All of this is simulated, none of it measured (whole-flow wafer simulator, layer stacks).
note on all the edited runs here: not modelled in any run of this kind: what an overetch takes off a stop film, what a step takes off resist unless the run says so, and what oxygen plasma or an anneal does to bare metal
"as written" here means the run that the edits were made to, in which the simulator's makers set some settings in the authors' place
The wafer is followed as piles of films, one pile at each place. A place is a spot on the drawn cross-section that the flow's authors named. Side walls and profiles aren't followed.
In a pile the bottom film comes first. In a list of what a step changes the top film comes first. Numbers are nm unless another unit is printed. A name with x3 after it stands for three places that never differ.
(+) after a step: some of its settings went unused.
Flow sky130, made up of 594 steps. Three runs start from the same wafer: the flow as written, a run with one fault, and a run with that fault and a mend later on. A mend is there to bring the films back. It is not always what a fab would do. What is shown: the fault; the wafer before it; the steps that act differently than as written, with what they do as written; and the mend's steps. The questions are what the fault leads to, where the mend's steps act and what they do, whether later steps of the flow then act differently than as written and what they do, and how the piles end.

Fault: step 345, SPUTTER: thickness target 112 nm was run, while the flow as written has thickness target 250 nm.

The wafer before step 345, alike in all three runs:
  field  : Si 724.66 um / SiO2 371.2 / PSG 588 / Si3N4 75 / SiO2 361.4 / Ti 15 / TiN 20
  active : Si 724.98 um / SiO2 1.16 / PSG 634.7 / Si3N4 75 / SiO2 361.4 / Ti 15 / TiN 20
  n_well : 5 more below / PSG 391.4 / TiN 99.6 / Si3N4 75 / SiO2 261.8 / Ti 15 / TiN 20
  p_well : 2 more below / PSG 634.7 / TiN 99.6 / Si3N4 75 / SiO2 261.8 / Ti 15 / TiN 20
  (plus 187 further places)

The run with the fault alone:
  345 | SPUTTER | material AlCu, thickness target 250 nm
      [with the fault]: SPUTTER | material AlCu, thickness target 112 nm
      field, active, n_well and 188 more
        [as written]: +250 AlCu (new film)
        [with the fault]: +112 AlCu (new film)
  Later steps of the flow acting differently than as written (3 more steps, not shown, differ only slightly: by at most 2% or 0.5 nm, whichever is larger):
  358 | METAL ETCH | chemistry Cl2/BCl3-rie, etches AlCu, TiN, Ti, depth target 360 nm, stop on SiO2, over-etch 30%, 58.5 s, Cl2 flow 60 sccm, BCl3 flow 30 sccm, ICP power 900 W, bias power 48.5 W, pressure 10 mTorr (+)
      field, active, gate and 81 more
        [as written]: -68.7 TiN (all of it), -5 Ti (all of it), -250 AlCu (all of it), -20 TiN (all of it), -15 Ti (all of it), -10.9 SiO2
        [with the fault]: -68.7 TiN (all of it), -5 Ti (all of it), -112 AlCu (all of it), -20 TiN (all of it), -15 Ti (all of it), -24.7 SiO2
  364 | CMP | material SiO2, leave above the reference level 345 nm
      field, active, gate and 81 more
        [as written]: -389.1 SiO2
        [with the fault]: -513.3 SiO2
  By the end, the piles at field, active, n_well and 190 more depart from the flow's by more than 2% or 0.5 nm, whichever is larger.
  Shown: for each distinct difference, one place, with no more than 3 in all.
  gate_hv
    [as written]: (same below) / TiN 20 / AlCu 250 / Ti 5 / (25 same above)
    [with the fault]: (same below) / TiN 20 / AlCu 112 / Ti 5 / (25 same above)
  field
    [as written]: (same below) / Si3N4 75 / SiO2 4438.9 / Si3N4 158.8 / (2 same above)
    [with the fault]: (same below) / Si3N4 75 / SiO2 4300.9 / Si3N4 158.8 / (2 same above)
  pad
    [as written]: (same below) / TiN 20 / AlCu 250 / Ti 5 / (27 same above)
    [with the fault]: (same below) / TiN 20 / AlCu 112 / Ti 5 / (27 same above)

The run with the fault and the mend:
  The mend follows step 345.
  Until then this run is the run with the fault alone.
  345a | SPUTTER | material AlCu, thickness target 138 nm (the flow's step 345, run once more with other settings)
      field, active, n_well and 188 more
        +138 AlCu
  Every later step of the flow that is run acts as written at every place that is followed.
  At every place that both follow, the piles at the end match the flow's.
